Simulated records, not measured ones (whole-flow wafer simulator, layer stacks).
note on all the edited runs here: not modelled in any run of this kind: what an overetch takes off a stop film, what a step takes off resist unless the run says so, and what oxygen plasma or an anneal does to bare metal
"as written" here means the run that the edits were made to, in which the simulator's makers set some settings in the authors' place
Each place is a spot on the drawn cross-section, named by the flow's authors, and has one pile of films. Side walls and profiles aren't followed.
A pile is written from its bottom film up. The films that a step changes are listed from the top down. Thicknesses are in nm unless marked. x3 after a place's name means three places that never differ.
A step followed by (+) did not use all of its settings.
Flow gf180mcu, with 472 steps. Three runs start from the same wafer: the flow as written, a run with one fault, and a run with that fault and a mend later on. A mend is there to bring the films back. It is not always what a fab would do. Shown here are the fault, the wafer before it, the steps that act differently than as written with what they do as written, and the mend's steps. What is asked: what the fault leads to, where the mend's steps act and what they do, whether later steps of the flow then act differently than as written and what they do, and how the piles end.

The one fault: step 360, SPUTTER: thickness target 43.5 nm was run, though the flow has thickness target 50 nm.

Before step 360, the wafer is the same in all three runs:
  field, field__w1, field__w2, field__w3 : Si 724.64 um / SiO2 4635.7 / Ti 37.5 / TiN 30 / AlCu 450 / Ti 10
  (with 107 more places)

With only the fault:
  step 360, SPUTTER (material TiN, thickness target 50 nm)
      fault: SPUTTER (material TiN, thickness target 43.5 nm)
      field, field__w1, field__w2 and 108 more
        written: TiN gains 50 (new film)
        fault: TiN gains 43.5 (new film)
  Steps further on in the flow that do not act as written (5 other steps are not shown; they differ only slightly, by no more than 2% or 0.5 nm, whichever is larger):
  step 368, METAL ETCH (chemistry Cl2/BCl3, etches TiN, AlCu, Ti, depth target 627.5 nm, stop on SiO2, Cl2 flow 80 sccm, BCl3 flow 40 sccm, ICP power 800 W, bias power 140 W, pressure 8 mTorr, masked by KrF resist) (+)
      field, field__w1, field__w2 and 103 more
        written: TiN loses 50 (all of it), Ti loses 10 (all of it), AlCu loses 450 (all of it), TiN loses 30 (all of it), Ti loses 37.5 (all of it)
        fault: TiN loses 43.5 (all of it), Ti loses 10 (all of it), AlCu loses 450 (all of it), TiN loses 30 (all of it), Ti loses 37.5 (all of it)
  The piles end different from the flow's at field__w8, contact, m1, m1__w1, m1_nw by more than 2% or 0.5 nm, whichever is larger.
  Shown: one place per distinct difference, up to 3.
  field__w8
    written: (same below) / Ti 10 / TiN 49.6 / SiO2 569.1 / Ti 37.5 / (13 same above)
    fault: (same below) / Ti 10 / TiN 43.1 / SiO2 575.6 / Ti 37.5 / (13 same above)
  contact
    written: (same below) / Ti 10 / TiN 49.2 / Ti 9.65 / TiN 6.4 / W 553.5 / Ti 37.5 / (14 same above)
    fault: (same below) / Ti 10 / TiN 42.7 / Ti 9.62 / TiN 6.38 / W 560.1 / Ti 37.5 / (14 same above)

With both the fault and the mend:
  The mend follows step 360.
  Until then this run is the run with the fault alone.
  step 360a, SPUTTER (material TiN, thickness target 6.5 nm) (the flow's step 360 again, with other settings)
      field, field__w1, field__w2 and 108 more
        TiN gains 6.5
  Every later step of the flow that is run acts as written at every place that is followed.
  The piles end the same as the flow's at every place that both follow.
